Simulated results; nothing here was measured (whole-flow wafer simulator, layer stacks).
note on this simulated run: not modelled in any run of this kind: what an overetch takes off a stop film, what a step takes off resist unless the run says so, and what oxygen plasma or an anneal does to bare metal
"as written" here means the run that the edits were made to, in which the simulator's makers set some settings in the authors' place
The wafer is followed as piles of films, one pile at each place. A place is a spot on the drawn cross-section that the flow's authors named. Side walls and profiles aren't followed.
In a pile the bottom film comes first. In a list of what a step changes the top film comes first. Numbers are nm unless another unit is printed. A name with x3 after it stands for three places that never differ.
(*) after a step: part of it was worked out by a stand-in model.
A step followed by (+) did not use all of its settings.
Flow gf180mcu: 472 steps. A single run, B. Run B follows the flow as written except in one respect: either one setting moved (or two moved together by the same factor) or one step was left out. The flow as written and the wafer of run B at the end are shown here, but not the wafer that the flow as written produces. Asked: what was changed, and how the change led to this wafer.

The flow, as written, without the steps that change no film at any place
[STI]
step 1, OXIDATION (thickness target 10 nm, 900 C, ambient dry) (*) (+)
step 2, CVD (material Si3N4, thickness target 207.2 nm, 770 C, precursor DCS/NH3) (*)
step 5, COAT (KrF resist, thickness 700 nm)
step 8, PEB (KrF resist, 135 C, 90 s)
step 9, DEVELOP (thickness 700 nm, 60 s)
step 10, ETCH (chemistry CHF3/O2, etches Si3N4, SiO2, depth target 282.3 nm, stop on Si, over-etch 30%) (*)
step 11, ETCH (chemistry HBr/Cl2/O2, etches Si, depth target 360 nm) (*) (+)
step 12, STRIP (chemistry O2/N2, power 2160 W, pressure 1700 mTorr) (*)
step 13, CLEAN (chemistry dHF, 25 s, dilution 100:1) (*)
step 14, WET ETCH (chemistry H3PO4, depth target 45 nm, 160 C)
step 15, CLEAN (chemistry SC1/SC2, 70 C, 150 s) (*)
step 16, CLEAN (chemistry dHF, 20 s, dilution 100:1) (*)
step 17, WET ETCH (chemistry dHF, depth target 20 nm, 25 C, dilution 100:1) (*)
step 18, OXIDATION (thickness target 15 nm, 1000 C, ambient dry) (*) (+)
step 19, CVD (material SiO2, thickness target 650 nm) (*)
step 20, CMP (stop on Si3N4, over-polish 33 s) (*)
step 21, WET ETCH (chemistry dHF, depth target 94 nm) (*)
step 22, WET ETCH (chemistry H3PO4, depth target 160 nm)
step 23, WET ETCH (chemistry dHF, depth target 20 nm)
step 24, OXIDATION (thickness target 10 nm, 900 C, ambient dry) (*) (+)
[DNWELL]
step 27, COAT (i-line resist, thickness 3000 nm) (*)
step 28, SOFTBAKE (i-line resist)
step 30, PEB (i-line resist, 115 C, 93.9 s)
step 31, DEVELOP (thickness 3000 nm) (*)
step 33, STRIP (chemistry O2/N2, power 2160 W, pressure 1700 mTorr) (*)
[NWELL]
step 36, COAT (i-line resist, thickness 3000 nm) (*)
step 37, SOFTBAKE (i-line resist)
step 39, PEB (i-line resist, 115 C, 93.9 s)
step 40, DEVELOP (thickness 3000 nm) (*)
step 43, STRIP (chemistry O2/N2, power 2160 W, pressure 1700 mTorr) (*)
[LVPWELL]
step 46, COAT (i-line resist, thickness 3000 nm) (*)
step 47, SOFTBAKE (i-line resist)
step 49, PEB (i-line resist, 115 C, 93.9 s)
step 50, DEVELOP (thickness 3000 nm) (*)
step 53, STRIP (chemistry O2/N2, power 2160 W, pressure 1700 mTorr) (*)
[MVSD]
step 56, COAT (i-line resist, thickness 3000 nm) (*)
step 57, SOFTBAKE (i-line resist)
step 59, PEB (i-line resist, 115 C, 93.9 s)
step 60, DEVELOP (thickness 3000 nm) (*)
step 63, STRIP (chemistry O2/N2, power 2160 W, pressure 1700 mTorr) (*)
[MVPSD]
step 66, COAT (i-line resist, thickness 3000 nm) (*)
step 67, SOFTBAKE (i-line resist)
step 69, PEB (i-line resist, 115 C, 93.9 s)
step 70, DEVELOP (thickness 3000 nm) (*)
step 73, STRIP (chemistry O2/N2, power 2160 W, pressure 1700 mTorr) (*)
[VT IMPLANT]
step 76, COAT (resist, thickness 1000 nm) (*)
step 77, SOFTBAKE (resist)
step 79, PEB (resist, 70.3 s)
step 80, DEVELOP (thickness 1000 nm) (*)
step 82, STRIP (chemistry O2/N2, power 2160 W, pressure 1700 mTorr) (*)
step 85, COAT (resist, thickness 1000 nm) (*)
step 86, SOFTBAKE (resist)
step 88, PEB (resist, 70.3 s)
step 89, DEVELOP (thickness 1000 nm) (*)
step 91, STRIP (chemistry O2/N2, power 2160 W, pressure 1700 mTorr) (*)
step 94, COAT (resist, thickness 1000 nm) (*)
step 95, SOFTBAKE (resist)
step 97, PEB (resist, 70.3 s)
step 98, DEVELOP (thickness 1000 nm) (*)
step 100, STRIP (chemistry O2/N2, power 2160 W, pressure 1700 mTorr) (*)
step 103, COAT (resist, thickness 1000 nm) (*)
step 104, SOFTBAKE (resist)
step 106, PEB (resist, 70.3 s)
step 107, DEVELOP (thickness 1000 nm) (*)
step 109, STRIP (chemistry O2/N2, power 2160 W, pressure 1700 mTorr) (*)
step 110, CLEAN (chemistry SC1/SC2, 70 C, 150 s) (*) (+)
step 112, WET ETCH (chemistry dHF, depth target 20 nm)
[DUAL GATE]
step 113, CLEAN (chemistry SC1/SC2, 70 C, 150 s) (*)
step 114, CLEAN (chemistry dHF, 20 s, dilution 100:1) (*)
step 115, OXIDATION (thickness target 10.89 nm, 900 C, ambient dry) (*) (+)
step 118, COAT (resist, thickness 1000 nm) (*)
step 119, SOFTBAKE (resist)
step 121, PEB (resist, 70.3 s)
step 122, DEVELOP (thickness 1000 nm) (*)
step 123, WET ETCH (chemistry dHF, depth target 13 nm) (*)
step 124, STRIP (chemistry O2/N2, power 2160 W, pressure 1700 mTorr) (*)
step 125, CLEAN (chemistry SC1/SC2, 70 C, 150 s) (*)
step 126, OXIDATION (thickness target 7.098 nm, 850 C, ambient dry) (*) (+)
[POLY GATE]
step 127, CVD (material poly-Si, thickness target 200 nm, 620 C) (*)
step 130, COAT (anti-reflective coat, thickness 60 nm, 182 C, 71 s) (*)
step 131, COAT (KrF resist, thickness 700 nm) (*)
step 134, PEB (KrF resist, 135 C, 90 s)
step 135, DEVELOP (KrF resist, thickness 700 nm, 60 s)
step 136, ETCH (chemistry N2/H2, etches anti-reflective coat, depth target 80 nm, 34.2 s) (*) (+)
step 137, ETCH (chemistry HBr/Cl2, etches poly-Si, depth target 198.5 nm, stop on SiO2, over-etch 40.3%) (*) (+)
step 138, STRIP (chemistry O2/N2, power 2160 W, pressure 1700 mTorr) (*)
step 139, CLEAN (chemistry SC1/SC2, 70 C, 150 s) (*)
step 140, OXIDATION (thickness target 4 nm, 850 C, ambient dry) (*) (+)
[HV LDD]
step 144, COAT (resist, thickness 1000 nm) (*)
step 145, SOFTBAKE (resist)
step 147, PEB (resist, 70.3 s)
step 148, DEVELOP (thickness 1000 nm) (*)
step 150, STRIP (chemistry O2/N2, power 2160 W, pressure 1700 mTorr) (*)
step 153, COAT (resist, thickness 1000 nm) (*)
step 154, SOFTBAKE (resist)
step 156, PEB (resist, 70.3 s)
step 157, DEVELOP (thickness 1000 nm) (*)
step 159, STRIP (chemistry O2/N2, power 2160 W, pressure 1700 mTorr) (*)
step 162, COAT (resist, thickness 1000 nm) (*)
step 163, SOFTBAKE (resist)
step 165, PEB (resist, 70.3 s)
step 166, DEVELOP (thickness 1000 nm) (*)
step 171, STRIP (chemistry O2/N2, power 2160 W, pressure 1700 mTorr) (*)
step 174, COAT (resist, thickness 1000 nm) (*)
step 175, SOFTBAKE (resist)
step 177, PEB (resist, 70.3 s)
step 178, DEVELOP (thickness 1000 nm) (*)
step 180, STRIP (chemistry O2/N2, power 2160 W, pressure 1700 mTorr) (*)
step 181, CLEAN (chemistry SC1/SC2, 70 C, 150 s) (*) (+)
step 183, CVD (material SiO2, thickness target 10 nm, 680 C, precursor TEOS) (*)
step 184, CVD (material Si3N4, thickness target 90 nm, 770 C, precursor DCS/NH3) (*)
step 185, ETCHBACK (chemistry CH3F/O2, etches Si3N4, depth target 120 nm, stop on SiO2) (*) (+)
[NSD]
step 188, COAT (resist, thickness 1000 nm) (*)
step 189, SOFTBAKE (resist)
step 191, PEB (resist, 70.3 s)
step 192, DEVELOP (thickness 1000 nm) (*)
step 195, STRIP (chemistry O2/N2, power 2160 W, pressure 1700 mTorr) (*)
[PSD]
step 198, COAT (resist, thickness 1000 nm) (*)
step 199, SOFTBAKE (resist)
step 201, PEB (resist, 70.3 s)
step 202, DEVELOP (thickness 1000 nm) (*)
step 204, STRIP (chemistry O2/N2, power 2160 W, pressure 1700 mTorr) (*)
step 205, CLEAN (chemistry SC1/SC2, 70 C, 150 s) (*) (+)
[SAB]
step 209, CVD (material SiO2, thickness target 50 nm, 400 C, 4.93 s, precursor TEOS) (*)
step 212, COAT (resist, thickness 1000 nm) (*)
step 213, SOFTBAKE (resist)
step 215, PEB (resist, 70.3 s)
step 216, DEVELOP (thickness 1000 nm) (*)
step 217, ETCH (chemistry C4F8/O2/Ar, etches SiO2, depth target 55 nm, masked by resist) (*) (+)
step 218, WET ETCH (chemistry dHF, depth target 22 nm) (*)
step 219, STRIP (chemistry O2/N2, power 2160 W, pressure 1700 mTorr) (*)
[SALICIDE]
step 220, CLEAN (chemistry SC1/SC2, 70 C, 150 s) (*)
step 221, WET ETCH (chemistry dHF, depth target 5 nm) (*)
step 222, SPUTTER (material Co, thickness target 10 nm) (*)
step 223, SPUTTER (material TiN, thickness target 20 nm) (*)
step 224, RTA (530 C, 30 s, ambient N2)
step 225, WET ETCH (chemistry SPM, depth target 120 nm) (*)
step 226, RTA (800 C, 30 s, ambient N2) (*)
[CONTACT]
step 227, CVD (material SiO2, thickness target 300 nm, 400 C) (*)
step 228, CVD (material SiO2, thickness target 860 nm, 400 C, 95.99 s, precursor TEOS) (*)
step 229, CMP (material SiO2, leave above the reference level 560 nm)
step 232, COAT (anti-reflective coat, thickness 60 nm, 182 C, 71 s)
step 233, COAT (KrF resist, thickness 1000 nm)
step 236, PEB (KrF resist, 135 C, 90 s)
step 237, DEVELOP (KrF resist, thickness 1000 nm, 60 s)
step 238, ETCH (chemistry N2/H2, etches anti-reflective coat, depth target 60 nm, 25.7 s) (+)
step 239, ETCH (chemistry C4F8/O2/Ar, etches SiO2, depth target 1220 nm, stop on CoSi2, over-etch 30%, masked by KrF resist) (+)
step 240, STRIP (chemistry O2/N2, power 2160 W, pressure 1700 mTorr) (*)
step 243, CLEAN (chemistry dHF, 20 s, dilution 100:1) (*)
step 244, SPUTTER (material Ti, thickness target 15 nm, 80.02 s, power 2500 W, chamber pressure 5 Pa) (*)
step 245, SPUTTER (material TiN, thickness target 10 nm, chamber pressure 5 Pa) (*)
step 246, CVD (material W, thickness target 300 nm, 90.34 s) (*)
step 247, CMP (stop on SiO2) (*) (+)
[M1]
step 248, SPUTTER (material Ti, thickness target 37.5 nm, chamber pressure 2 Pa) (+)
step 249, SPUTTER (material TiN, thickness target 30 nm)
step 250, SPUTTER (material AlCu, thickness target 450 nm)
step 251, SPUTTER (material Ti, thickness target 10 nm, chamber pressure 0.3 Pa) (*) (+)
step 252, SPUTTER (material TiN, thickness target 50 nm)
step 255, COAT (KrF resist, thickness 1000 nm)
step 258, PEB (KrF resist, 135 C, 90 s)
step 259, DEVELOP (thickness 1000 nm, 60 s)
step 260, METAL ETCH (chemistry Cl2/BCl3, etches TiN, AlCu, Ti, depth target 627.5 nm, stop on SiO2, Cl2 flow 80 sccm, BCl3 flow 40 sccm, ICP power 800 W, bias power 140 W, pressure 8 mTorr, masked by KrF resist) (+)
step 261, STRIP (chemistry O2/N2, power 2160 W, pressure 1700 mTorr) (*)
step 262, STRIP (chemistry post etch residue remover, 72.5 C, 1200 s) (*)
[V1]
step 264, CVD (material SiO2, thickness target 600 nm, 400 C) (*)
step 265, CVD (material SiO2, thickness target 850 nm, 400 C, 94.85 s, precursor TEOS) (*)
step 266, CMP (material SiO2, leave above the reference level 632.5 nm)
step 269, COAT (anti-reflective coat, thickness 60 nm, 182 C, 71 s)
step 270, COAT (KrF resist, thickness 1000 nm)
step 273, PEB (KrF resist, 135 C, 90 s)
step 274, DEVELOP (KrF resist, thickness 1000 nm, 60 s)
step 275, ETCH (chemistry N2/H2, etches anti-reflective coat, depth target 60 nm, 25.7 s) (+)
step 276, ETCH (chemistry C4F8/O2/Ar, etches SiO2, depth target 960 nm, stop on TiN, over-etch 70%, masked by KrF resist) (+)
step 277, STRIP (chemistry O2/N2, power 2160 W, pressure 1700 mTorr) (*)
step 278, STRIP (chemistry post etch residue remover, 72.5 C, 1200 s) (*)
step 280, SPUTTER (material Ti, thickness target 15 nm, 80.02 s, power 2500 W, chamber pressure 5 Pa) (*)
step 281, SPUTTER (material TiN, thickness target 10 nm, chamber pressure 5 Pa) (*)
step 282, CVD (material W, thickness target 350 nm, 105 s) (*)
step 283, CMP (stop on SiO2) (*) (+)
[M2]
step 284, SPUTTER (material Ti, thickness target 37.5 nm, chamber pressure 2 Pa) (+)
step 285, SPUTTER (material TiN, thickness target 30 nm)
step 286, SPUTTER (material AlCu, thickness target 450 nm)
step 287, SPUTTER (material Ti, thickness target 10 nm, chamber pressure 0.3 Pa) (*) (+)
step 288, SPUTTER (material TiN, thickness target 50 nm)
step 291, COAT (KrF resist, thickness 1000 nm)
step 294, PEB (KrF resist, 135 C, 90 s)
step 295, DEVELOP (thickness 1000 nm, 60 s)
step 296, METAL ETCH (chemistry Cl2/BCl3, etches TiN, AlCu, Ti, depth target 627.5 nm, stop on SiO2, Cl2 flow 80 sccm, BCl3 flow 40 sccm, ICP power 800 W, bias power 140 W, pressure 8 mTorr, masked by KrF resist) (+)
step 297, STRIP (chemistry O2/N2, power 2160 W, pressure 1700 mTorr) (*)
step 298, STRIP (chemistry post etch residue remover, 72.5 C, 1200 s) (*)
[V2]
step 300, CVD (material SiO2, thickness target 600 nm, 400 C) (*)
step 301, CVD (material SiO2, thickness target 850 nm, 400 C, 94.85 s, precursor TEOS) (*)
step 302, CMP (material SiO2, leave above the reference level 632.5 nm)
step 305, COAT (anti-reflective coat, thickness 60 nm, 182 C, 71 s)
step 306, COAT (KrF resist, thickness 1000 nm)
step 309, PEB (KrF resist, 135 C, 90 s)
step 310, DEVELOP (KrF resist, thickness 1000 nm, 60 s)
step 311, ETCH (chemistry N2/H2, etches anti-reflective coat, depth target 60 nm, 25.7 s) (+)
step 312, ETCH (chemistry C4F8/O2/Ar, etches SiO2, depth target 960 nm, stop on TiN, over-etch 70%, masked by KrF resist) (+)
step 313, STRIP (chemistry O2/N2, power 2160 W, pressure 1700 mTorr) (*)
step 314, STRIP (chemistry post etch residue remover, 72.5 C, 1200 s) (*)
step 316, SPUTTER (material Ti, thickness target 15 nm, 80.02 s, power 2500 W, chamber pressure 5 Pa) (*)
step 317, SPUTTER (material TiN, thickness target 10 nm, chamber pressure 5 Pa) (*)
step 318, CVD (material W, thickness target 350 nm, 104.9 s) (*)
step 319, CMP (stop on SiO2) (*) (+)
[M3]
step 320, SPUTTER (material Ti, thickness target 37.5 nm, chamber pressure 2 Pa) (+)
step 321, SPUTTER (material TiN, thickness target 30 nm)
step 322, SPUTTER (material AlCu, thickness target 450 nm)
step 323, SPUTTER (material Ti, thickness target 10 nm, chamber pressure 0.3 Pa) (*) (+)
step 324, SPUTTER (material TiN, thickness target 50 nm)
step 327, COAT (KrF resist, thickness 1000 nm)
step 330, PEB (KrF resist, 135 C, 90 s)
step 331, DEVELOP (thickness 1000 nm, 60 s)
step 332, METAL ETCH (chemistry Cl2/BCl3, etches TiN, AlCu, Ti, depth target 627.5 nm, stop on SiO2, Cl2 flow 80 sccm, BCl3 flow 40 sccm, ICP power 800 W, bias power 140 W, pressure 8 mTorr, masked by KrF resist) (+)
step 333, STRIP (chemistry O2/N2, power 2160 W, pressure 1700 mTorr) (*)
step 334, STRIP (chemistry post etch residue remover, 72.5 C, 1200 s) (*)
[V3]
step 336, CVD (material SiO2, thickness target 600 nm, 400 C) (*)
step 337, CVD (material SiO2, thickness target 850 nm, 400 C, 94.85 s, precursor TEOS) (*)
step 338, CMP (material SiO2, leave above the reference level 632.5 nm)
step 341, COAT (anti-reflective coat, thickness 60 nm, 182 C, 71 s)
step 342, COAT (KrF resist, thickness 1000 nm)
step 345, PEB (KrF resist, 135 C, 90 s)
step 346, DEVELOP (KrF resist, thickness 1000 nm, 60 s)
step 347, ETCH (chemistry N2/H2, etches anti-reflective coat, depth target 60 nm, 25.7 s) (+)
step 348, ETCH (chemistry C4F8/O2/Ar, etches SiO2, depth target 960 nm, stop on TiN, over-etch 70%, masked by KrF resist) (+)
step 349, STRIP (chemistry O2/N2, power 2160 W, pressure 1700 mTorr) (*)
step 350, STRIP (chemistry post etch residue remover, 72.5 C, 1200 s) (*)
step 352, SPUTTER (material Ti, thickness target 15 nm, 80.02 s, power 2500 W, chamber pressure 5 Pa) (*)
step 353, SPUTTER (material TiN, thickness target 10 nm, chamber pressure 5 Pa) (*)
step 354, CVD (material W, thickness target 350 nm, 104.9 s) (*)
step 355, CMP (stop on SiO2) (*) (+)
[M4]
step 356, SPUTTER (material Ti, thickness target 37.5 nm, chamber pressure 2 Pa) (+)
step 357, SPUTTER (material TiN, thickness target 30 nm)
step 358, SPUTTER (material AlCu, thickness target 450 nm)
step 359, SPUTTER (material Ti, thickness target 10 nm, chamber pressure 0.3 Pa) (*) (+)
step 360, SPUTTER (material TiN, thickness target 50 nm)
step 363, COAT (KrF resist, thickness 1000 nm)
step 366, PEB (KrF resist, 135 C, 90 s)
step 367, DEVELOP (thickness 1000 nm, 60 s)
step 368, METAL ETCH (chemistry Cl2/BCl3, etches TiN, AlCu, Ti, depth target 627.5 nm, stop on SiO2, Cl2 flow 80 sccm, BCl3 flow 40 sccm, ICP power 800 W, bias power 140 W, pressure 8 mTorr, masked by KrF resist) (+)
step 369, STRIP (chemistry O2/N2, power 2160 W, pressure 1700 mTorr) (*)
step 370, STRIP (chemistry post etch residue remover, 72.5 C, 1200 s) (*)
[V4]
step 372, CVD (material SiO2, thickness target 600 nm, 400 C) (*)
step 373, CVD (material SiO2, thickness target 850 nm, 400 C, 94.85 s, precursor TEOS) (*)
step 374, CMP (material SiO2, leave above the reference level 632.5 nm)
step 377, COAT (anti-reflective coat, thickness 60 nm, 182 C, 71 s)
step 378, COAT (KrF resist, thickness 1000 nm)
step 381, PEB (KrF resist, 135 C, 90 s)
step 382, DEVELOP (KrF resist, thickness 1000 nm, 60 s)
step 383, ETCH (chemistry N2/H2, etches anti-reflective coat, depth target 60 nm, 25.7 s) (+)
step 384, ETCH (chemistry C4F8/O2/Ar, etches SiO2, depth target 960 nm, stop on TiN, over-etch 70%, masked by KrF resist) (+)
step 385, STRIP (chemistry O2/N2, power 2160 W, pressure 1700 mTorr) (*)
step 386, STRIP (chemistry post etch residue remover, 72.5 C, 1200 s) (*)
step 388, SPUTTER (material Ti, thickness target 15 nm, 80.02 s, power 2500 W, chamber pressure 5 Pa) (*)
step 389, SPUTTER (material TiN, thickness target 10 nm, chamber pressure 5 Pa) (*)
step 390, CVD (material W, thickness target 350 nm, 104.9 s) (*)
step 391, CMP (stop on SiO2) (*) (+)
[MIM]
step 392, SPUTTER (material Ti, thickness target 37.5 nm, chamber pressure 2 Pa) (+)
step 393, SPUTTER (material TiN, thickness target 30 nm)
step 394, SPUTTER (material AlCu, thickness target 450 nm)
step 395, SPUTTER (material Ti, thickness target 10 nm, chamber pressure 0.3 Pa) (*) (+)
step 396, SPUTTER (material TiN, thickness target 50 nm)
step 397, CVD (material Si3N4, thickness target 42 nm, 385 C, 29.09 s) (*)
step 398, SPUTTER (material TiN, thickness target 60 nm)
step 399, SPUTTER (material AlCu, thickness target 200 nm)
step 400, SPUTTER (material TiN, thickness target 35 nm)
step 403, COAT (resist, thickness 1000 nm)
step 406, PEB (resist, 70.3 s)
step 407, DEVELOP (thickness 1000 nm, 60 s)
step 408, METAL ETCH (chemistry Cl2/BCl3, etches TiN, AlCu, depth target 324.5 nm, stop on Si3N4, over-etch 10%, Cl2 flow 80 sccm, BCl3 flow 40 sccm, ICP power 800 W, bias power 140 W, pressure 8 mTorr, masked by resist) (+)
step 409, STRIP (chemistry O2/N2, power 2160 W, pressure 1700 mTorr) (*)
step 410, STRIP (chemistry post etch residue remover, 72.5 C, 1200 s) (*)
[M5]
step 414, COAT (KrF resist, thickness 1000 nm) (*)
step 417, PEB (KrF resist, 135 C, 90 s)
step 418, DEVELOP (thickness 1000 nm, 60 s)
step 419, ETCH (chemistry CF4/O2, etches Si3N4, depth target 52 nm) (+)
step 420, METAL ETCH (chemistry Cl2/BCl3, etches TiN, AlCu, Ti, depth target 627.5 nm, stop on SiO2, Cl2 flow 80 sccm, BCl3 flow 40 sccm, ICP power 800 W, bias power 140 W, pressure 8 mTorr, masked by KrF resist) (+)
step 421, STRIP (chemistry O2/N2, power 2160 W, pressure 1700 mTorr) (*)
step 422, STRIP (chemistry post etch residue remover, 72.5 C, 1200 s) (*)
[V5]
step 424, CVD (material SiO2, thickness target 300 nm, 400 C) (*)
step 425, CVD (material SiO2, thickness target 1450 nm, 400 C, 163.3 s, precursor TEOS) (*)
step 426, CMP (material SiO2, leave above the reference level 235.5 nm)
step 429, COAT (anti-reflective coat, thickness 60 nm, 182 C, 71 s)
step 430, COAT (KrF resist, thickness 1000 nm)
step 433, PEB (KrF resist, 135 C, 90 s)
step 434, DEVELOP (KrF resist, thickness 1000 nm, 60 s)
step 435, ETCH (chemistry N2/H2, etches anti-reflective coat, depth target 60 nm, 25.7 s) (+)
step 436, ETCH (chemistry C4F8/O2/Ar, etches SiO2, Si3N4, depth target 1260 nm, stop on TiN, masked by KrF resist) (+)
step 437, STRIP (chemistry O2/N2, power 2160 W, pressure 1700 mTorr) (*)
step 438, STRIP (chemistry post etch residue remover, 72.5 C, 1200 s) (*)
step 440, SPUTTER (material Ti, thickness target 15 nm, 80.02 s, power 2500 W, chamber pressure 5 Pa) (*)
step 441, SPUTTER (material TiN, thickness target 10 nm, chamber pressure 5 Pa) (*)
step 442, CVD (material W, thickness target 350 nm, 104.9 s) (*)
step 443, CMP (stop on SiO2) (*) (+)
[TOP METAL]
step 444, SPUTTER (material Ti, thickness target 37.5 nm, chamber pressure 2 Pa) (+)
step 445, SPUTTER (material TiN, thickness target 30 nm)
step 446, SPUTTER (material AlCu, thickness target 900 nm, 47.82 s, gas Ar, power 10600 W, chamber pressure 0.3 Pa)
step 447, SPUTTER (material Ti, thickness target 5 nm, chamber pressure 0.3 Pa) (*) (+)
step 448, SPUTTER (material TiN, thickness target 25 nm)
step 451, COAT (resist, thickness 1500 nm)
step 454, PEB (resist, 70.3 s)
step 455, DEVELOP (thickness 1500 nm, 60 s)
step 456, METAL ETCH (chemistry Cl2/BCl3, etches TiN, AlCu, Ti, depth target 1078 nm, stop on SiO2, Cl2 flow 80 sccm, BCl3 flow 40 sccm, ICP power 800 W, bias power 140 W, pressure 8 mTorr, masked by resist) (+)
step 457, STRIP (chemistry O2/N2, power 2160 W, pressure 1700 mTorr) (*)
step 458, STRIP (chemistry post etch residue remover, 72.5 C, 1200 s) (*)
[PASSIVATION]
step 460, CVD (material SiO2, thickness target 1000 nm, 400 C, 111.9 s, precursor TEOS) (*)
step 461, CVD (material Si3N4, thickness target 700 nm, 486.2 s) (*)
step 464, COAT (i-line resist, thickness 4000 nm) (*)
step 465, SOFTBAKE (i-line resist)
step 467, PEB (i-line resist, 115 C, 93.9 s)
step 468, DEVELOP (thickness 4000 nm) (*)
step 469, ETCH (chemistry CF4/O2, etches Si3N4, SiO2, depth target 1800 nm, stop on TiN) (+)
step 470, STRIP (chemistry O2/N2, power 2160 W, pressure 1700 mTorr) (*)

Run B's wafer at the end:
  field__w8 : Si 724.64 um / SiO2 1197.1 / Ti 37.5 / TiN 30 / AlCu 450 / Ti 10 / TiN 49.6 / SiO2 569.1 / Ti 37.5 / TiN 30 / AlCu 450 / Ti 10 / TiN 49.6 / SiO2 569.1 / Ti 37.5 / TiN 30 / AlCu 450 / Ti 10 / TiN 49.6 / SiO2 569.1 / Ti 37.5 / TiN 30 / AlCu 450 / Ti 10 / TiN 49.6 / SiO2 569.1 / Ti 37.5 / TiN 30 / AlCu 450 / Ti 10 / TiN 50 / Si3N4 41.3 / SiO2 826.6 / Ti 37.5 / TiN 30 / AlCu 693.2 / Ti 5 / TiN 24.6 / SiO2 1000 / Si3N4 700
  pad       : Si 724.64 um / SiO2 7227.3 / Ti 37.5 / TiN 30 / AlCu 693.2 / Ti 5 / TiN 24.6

Cause: step 446, SPUTTER: 37.06 s was run, though the flow has 47.82 s.

The path from the change to this, step by step:
  step 446, SPUTTER (material AlCu, thickness target 900 nm, 47.82 s, gas Ar, power 10600 W, chamber pressure 0.3 Pa)
      field, field__w1, field__w2 and 109 more: +693.2 AlCu (new film) (as written it would have been: +900 AlCu (new film))
  step 456, METAL ETCH (chemistry Cl2/BCl3, etches TiN, AlCu, Ti, depth target 1078 nm, stop on SiO2, Cl2 flow 80 sccm, BCl3 flow 40 sccm, ICP power 800 W, bias power 140 W, pressure 8 mTorr, masked by resist) (+)
      field, field__w1, field__w2 and 103 more: -25 TiN (all of it), -5 Ti (all of it), -693.2 AlCu (all of it), -30 TiN (all of it), -37.5 Ti (all of it) (as written it would have been: -25 TiN (all of it), -5 Ti (all of it), -900 AlCu (all of it), -30 TiN (all of it), -37.5 Ti (all of it))
  step 464, COAT (i-line resist, thickness 4000 nm) (*)
      field__w8: +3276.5 i-line resist (new film) (as written it would have been: +3093.1 i-line resist (new film))
      contact: +3318 i-line resist (new film) (as written it would have been: +3153.6 i-line resist (new film))
      (and at 4 other places as well)
  step 465, SOFTBAKE (i-line resist)
      gate: -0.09 i-line resist (as written it would have been: +1.79 i-line resist)
      field__w11, field__w13: +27 i-line resist (as written it would have been: +37.6 i-line resist)
      (and at 66 other places as well)
  step 467, PEB (i-line resist, 115 C, 93.9 s)
      field__w8, m1__w1: -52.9 i-line resist (as written it would have been: -49.2 i-line resist)
      contact, m1: -53.2 i-line resist (as written it would have been: -49.6 i-line resist)
      (and at 2 other places as well)
  step 468, DEVELOP (thickness 4000 nm) (*)
      pad: -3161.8 i-line resist (all of it) (as written it would have been: -2960.4 i-line resist (all of it))
  step 470, STRIP (chemistry O2/N2, power 2160 W, pressure 1700 mTorr) (*)
      field__w8, m1__w1: -1974.2 i-line resist (all of it) (as written it would have been: -1775.9 i-line resist (all of it))
      contact: -1989.7 i-line resist (all of it) (as written it would have been: -1798.3 i-line resist (all of it))
      (and at 2 other places as well)
